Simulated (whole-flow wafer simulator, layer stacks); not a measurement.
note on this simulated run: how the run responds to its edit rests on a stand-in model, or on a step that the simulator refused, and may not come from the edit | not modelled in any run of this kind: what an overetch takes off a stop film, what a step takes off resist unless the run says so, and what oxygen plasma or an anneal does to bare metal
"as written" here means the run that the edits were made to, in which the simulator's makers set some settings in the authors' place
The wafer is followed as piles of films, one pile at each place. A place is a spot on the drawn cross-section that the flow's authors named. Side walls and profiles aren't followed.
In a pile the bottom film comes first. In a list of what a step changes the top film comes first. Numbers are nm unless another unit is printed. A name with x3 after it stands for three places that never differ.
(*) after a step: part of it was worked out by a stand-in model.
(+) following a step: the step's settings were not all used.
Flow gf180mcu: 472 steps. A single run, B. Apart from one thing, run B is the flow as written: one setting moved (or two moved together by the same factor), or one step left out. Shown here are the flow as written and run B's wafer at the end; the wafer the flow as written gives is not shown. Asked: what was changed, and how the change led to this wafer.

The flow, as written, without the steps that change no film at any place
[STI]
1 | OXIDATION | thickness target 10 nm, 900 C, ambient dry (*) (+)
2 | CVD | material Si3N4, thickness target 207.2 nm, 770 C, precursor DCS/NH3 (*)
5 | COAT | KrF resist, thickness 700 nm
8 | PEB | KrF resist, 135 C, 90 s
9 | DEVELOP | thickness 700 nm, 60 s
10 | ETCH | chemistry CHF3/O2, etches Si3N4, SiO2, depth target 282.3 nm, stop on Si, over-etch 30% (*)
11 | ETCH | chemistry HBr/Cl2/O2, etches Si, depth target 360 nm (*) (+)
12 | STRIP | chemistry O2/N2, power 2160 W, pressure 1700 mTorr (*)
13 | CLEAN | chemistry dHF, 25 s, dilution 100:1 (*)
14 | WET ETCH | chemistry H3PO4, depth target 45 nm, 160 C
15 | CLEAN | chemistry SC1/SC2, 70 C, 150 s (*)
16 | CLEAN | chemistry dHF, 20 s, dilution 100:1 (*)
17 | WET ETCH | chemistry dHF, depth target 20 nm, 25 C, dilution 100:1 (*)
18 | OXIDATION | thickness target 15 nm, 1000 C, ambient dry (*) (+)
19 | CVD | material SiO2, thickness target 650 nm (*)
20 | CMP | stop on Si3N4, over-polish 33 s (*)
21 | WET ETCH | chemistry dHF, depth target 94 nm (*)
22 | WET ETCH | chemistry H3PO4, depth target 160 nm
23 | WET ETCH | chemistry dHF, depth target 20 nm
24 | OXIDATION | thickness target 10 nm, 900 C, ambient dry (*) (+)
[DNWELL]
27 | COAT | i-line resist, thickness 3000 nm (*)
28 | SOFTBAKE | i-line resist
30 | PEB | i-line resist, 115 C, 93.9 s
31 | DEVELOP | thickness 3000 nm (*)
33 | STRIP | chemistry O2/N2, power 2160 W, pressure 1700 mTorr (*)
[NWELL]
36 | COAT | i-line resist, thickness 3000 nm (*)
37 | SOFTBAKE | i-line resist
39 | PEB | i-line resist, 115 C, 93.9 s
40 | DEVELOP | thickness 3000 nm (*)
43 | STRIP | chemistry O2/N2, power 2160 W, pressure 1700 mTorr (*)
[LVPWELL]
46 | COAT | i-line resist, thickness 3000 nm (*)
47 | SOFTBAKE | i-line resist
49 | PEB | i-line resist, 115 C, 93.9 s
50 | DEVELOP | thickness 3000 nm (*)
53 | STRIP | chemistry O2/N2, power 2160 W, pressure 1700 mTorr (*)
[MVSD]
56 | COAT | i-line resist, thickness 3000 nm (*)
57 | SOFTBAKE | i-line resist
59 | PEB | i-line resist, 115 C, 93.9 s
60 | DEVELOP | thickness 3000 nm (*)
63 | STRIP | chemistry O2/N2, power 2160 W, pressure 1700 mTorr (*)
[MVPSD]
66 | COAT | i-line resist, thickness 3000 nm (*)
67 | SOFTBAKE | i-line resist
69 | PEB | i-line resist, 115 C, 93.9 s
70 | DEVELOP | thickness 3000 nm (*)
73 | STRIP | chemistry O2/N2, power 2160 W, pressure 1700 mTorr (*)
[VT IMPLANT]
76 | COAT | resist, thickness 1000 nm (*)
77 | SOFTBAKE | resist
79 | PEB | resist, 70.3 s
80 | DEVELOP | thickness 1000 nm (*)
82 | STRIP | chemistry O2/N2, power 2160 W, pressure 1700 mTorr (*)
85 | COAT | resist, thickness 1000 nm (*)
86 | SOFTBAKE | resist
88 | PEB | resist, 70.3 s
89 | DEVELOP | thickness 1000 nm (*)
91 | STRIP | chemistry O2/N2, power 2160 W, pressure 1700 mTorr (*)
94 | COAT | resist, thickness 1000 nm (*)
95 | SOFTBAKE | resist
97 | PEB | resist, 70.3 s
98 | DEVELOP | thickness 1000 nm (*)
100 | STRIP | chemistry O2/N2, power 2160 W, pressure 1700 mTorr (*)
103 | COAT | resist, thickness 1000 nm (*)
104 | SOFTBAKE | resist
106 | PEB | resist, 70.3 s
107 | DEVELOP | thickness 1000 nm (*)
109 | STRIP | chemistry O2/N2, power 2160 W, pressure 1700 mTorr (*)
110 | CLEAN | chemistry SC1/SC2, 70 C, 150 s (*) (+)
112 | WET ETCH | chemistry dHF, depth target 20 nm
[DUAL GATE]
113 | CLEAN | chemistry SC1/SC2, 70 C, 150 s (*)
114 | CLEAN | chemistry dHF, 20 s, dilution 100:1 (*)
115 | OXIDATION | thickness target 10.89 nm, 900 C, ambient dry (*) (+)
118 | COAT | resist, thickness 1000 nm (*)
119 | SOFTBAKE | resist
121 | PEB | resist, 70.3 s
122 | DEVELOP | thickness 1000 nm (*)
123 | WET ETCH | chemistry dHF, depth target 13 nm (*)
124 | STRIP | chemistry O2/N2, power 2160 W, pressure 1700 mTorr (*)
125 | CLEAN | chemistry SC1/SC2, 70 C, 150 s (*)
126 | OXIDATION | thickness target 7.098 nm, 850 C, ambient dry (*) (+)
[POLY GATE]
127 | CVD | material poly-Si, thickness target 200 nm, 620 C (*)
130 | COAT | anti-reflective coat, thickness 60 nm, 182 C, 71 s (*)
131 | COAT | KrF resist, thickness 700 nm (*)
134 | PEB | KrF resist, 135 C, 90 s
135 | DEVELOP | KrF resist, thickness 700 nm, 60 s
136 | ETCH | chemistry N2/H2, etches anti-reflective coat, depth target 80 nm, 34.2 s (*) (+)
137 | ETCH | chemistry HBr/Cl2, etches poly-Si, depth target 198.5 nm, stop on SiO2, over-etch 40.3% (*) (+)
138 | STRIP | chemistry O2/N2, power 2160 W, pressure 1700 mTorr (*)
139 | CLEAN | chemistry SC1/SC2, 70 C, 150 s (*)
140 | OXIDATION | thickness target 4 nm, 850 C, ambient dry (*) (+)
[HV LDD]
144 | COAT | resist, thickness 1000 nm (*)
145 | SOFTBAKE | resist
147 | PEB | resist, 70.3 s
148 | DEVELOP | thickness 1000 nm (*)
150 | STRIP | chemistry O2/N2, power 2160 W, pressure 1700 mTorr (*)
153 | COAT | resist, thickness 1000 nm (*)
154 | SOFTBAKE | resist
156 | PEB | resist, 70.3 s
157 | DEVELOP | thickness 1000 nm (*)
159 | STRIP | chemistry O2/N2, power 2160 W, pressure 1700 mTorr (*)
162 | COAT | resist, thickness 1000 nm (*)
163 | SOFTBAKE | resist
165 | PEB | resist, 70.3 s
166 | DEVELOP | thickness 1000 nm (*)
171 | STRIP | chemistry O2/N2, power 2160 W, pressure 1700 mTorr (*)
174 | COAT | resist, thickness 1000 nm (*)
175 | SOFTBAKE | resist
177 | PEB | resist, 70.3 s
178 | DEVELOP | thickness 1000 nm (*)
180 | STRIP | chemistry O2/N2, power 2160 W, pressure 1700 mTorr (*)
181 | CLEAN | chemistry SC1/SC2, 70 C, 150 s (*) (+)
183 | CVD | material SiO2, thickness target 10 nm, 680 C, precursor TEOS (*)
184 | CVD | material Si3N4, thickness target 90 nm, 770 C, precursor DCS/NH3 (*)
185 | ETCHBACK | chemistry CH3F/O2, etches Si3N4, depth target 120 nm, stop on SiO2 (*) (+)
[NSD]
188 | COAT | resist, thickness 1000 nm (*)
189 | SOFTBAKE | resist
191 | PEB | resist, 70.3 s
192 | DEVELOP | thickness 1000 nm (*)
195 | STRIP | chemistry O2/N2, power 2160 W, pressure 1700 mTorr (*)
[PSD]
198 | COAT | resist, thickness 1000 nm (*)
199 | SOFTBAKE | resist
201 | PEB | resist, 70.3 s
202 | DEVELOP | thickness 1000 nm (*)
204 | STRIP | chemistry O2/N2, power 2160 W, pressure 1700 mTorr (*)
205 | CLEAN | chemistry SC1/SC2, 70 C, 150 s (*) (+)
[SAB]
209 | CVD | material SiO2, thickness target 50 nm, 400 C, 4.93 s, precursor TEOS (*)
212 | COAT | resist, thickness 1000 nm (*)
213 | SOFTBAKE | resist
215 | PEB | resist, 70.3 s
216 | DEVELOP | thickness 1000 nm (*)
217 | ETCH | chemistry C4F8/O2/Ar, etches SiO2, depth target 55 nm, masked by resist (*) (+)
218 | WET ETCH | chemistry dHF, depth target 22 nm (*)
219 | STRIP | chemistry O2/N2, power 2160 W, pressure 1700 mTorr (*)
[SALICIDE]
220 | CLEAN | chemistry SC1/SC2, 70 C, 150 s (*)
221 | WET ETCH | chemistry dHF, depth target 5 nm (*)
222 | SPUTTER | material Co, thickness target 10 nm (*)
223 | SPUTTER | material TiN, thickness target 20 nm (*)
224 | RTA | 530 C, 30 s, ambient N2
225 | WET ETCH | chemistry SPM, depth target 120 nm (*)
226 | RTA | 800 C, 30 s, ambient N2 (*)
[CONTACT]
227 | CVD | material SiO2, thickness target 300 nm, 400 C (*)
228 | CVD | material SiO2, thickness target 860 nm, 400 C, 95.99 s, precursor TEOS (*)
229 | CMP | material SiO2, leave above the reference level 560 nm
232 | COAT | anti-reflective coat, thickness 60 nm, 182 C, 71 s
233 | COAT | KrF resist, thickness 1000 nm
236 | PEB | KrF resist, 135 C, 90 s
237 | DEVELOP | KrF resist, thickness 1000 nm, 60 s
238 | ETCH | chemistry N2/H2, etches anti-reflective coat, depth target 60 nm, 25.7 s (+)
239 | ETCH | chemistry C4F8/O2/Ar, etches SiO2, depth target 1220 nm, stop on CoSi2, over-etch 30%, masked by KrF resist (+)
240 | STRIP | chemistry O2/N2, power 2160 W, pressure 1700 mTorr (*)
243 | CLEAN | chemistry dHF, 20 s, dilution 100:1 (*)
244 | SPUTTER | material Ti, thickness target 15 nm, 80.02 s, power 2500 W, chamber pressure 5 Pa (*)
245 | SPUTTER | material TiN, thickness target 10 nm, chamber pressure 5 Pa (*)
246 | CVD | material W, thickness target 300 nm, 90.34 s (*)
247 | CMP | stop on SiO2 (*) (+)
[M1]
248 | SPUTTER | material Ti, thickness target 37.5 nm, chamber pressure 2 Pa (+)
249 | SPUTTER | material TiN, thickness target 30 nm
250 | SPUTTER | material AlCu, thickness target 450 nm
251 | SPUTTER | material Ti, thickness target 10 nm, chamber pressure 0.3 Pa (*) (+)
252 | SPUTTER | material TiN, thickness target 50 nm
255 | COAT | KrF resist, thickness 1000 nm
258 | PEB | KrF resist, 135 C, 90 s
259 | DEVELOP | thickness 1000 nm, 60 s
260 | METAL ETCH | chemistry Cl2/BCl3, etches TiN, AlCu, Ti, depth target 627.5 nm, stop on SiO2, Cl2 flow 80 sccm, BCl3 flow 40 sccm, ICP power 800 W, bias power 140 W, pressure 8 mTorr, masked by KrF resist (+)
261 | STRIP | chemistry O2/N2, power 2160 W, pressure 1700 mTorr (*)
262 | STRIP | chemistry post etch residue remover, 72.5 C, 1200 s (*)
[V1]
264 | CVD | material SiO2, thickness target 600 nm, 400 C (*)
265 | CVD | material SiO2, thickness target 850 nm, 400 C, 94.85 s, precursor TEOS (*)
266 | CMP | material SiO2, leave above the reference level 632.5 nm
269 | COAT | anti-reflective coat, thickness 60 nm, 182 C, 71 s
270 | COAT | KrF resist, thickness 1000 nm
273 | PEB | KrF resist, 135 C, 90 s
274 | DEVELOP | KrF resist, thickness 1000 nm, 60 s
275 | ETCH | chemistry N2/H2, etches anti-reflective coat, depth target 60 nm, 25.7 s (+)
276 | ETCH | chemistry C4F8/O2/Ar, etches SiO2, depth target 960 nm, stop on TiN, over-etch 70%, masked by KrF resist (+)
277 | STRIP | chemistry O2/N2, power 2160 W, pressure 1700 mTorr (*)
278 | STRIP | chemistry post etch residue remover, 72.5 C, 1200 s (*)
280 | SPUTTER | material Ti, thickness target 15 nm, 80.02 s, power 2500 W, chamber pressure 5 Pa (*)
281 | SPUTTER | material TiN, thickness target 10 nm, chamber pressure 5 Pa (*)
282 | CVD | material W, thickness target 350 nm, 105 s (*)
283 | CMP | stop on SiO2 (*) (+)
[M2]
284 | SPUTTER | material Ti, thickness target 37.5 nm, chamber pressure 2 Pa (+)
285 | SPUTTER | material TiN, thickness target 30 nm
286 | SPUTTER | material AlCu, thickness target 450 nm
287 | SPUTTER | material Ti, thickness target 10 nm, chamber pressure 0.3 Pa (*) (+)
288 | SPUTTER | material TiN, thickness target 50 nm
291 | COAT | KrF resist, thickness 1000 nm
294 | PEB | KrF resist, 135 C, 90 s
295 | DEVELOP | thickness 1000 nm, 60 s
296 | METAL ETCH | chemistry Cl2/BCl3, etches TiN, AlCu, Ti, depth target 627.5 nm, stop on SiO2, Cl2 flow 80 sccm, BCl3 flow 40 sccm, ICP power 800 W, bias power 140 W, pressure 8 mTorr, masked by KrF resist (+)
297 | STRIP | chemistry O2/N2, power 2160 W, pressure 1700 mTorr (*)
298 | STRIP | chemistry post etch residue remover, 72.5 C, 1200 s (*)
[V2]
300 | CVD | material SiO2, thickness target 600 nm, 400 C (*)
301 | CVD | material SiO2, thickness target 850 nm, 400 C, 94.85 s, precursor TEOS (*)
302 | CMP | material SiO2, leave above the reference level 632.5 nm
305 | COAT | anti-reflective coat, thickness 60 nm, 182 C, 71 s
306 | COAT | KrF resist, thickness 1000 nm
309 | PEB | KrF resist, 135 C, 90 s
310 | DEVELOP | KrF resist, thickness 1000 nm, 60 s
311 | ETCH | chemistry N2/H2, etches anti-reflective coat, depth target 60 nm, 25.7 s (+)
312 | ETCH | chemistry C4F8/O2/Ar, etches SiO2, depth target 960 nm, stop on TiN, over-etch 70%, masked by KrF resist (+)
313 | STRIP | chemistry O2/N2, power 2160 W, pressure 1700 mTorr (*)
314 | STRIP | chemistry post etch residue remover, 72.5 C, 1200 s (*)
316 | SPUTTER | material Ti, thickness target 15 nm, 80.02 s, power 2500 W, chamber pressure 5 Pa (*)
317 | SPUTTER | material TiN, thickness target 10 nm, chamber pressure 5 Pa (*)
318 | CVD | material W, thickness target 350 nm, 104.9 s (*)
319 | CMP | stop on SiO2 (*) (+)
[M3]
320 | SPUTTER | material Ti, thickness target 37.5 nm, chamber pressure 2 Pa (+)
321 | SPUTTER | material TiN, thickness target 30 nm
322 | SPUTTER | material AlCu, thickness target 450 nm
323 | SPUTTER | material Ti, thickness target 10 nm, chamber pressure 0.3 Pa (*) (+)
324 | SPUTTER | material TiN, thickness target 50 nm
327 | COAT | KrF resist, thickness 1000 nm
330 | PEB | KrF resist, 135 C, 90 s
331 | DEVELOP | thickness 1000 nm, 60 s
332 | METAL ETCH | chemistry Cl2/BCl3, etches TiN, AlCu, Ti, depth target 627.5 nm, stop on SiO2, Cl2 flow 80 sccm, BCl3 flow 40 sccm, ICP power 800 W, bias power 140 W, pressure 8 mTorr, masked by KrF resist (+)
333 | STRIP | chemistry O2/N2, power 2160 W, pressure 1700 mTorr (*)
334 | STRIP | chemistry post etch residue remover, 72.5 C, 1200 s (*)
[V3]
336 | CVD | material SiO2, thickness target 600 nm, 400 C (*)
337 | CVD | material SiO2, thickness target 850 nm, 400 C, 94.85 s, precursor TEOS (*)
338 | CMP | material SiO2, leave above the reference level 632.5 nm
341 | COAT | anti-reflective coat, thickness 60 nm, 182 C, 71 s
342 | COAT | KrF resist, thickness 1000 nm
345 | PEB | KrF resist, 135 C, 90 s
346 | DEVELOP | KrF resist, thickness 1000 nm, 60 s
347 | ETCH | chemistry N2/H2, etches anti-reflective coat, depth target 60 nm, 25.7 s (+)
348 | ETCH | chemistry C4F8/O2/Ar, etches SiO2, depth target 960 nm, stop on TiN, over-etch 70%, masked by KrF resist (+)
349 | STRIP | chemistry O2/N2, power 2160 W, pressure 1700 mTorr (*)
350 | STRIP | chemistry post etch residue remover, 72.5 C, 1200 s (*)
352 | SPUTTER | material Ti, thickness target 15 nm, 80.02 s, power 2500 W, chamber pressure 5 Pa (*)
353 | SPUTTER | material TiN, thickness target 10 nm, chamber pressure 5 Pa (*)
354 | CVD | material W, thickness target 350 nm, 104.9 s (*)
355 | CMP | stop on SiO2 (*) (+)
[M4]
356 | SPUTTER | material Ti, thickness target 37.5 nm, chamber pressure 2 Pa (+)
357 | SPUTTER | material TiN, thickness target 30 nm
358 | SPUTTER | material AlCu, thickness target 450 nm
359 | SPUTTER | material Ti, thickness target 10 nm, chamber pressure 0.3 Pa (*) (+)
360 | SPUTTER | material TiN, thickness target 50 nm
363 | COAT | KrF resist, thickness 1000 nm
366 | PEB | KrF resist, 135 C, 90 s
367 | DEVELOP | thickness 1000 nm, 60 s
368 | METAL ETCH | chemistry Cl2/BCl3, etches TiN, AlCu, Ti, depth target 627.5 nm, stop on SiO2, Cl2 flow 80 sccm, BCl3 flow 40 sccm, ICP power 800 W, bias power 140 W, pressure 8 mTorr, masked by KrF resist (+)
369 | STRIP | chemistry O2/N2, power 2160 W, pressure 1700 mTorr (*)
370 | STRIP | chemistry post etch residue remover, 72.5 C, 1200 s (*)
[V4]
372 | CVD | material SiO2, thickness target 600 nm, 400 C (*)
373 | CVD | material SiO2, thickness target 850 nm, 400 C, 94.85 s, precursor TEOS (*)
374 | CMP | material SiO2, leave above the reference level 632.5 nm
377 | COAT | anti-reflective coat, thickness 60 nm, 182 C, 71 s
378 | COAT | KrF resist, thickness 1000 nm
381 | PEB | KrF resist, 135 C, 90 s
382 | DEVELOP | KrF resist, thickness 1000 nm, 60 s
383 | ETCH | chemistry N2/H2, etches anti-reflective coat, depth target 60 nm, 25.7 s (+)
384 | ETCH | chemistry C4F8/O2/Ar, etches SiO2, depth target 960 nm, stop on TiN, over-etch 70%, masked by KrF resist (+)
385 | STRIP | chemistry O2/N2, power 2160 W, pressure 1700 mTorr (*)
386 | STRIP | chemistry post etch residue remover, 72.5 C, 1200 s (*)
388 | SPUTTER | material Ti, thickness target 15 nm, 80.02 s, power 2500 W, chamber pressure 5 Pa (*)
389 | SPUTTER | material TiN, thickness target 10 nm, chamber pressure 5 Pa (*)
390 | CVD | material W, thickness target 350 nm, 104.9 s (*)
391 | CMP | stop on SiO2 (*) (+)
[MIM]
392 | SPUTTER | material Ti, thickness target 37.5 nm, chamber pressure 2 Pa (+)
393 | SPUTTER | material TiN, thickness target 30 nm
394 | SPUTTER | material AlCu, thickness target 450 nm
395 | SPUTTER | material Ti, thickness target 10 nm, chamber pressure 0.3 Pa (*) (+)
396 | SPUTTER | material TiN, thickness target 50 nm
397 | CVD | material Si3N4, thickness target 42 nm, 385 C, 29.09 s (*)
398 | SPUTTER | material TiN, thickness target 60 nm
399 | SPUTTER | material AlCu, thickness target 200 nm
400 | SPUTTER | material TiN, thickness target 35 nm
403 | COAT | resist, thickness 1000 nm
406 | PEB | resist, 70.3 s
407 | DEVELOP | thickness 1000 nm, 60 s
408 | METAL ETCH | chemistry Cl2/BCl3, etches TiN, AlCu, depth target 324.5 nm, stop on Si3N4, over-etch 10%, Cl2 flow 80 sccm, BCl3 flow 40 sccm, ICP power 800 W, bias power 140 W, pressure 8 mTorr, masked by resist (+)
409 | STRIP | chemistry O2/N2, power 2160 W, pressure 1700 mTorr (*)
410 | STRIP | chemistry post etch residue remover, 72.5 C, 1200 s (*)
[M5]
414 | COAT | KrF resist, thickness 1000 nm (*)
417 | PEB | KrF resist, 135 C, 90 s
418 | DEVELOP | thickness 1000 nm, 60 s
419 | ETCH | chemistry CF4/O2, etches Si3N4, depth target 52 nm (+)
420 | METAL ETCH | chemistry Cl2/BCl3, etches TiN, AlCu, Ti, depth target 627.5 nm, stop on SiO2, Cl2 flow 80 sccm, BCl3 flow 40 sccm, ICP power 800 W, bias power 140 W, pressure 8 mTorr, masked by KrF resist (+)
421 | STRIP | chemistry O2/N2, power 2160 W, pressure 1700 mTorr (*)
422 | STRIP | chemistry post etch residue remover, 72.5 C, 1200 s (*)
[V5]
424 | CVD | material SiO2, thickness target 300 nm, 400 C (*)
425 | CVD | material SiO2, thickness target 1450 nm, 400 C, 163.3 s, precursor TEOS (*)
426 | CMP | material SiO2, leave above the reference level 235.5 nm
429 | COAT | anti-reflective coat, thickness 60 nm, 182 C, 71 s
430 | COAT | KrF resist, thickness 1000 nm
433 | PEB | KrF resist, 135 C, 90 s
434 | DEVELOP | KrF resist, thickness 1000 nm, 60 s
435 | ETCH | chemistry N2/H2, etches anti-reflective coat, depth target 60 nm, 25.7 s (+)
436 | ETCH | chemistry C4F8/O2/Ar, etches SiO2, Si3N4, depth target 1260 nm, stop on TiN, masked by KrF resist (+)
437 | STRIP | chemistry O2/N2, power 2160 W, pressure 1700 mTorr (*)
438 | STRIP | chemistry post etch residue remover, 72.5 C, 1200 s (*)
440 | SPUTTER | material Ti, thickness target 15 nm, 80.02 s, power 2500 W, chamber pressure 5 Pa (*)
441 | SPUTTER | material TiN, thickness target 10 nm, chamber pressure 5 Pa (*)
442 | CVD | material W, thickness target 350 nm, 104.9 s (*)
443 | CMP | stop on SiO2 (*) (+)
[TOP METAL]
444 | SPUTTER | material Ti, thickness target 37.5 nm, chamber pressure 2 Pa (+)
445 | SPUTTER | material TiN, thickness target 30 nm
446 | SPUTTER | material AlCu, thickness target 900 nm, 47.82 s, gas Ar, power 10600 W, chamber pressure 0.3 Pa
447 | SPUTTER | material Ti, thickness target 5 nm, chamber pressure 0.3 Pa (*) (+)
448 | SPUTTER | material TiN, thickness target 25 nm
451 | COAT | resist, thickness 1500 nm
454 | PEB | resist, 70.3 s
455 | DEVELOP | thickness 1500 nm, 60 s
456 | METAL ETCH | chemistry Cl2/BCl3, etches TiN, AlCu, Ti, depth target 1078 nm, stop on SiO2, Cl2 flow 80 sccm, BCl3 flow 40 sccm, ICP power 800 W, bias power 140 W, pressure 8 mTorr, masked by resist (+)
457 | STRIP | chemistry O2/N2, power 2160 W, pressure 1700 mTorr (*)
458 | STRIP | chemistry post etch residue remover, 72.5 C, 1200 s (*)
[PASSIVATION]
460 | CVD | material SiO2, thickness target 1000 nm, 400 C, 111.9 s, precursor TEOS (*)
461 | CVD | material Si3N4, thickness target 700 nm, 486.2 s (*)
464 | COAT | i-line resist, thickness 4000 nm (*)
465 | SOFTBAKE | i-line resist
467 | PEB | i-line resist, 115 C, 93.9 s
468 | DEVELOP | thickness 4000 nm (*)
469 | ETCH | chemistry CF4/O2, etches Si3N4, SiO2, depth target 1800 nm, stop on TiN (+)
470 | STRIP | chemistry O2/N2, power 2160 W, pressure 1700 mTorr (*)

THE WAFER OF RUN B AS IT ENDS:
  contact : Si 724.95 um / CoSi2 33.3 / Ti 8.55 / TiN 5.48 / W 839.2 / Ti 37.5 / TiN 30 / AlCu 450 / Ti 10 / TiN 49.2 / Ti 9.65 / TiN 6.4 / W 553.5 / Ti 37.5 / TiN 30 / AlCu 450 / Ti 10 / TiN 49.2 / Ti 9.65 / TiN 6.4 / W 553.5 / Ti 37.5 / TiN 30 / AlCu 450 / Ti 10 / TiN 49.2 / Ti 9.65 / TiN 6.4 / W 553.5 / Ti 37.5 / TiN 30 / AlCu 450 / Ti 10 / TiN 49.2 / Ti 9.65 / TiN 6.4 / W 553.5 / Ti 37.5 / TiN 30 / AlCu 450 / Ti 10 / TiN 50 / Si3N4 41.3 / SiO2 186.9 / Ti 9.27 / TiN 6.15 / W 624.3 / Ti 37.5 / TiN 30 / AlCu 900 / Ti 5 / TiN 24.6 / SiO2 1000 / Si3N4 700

What caused this: step 436, ETCH: depth target 643 nm was run, while the flow as written has depth target 1260 nm.

The path from the change to this, step by step:
  436 | ETCH | chemistry C4F8/O2/Ar, etches SiO2, Si3N4, depth target 1260 nm, stop on TiN, masked by KrF resist (+)
      contact: SiO2 loses 643 (in the flow as written it would be: SiO2 loses 829.9 (all of it), Si3N4 loses 41.3 (all of it))
      field, field__w1, field__w2 and 108 more: KrF resist loses 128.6 (in the flow as written it would be: KrF resist loses 252)
  437 | STRIP | chemistry O2/N2, power 2160 W, pressure 1700 mTorr (*)
      field, field__w1, field__w2 and 108 more: KrF resist loses 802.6 (all of it), anti-reflective coat loses 60 (all of it) (in the flow as written it would be: KrF resist loses 679.2 (all of it), anti-reflective coat loses 60 (all of it))
  440 | SPUTTER | material Ti, thickness target 15 nm, 80.02 s, power 2500 W, chamber pressure 5 Pa (*)
      contact: Ti gains 9.27 (new film) (in the flow as written it would be: Ti gains 8.12 (new film))
  441 | SPUTTER | material TiN, thickness target 10 nm, chamber pressure 5 Pa (*)
      contact: TiN gains 6.15 (new film) (in the flow as written it would be: TiN gains 5.38 (new film))
  442 | CVD | material W, thickness target 350 nm, 104.9 s (*)
      contact: W gains 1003 (new film) (in the flow as written it would be: W gains 1233.6 (new film))
Taking metal films that touch as one body, contact has 2 bodies (between them, from the top down: SiO2 186.9 / Si3N4 41.3); the flow as written gives 1 body.
